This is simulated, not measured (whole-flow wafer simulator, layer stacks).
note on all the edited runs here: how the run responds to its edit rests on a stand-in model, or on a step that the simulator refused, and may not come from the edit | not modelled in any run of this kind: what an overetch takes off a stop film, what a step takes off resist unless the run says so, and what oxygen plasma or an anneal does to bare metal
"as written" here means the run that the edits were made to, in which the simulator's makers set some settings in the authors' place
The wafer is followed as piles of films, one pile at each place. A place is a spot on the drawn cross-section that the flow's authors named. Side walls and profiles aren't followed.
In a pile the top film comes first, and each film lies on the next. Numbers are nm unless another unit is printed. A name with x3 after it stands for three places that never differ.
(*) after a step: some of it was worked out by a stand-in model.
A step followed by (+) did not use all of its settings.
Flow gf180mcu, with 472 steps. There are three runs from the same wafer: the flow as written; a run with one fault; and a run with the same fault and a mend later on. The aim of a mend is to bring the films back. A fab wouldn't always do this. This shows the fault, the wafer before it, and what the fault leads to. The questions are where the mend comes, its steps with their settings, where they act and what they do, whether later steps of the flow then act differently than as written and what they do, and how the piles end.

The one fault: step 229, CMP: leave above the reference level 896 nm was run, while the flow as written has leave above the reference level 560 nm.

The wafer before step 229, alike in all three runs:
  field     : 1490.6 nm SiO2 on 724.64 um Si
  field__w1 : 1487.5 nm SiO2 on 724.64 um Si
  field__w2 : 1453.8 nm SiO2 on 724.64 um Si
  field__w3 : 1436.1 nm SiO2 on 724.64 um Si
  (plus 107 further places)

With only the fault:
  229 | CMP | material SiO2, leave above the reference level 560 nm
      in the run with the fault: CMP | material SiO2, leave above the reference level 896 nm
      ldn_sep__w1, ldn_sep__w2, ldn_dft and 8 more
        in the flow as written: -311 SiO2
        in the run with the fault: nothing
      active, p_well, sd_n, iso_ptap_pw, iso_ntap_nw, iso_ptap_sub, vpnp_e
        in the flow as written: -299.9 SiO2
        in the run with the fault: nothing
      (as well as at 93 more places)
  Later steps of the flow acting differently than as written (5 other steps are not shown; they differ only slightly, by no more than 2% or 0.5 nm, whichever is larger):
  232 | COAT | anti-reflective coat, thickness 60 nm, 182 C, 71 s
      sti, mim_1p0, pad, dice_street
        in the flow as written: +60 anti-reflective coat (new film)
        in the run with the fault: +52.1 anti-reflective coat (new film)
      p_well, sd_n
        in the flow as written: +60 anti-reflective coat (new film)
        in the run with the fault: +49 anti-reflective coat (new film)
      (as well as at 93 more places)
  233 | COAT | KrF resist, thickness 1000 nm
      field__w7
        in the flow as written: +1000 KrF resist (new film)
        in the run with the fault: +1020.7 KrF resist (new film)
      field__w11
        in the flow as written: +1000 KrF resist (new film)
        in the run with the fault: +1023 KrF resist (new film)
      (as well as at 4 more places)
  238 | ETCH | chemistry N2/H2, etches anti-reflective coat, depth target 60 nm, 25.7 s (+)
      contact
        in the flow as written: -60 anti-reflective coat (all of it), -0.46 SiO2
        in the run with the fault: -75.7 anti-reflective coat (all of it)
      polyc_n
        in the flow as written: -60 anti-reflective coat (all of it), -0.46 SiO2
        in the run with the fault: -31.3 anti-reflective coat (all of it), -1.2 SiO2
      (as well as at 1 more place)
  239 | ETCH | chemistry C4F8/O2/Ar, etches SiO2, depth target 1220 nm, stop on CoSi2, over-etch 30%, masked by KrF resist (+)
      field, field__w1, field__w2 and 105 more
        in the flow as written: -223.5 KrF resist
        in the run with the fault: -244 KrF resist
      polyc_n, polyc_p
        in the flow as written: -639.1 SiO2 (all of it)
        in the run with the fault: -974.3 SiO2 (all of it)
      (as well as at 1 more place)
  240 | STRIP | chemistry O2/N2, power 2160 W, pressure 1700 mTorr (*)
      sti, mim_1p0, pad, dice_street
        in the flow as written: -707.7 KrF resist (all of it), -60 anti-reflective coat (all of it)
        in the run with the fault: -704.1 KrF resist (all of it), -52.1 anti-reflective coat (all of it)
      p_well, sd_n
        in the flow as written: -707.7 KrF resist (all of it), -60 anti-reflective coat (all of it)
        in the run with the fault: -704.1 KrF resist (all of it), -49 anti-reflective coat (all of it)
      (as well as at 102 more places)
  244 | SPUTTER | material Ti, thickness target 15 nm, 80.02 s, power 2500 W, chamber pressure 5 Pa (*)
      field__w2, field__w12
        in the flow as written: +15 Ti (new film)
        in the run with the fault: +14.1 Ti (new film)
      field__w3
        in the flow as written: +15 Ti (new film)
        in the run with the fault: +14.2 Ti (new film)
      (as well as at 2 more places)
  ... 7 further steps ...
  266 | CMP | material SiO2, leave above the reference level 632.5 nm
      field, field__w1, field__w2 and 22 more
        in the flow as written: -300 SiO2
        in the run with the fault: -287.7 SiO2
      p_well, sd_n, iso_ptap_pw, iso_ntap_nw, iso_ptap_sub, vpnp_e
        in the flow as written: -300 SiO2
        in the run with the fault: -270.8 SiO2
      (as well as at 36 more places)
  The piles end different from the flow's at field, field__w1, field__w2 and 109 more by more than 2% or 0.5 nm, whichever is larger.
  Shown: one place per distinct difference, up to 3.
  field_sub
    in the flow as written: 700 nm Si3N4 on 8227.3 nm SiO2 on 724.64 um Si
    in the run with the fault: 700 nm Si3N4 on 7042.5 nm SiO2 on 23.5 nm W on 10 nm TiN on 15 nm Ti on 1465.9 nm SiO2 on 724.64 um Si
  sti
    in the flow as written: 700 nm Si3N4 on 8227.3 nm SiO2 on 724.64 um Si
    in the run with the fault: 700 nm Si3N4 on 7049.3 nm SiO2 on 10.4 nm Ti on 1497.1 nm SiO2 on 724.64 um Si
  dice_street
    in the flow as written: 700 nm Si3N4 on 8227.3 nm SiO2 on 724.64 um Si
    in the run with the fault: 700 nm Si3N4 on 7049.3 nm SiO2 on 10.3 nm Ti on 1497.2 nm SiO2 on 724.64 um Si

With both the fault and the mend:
  The mend follows step 237.
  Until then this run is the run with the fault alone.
  237a | STRIP | chemistry O2/N2, power 2160 W, pressure 1700 mTorr (*)
      sti, mim_1p0, pad, dice_street
        -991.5 KrF resist (all of it), -52.1 anti-reflective coat (all of it)
      p_well, sd_n
        -991.5 KrF resist (all of it), -49 anti-reflective coat (all of it)
      field
        -986.8 KrF resist (all of it), -67.8 anti-reflective coat (all of it)
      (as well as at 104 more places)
  237b | CMP | material SiO2, leave above the reference level 560 nm (the flow's step 229 again)
      field__w5, field__w9, n_well and 33 more
        -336 SiO2
      ldn_sep__w1, ldn_sep__w2, ldn_dft and 8 more
        -311 SiO2
      active, p_well, sd_n, iso_ptap_pw, iso_ntap_nw, iso_ptap_sub, vpnp_e
        -299.9 SiO2
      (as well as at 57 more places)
  237c | HMDS | 120 C, 60 s (the flow's step 231 again)
      alters no film at any place that is followed
  237d | COAT | anti-reflective coat, thickness 60 nm, 182 C, 71 s (the flow's step 232 again)
      field, field__w1, field__w2 and 108 more
        +60 anti-reflective coat (new film)
  237e | COAT | KrF resist, thickness 1000 nm (the flow's step 233 again)
      field, field__w1, field__w2 and 108 more
        +1000 KrF resist (new film)
  237f | SOFTBAKE | KrF resist (the flow's step 234 again)
      alters no film at any place that is followed
  237g | EXPOSE | photomask Contact (the flow's step 235 again)
      alters no film at any place that is followed
  237h | PEB | KrF resist, 135 C, 90 s (the flow's step 236 again)
      field, field__w1, field__w2 and 108 more
        -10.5 KrF resist
  237i | DEVELOP | KrF resist, thickness 1000 nm, 60 s (the flow's step 237 again)
      field, field__w1, field__w2 and 105 more
        -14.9 KrF resist
      contact, polyc_n, polyc_p
        -989.5 KrF resist (all of it)
  None of the later steps of the flow acts differently than as written at any place that is followed.
  By the end, the piles equal the flow's at every place that both follow.
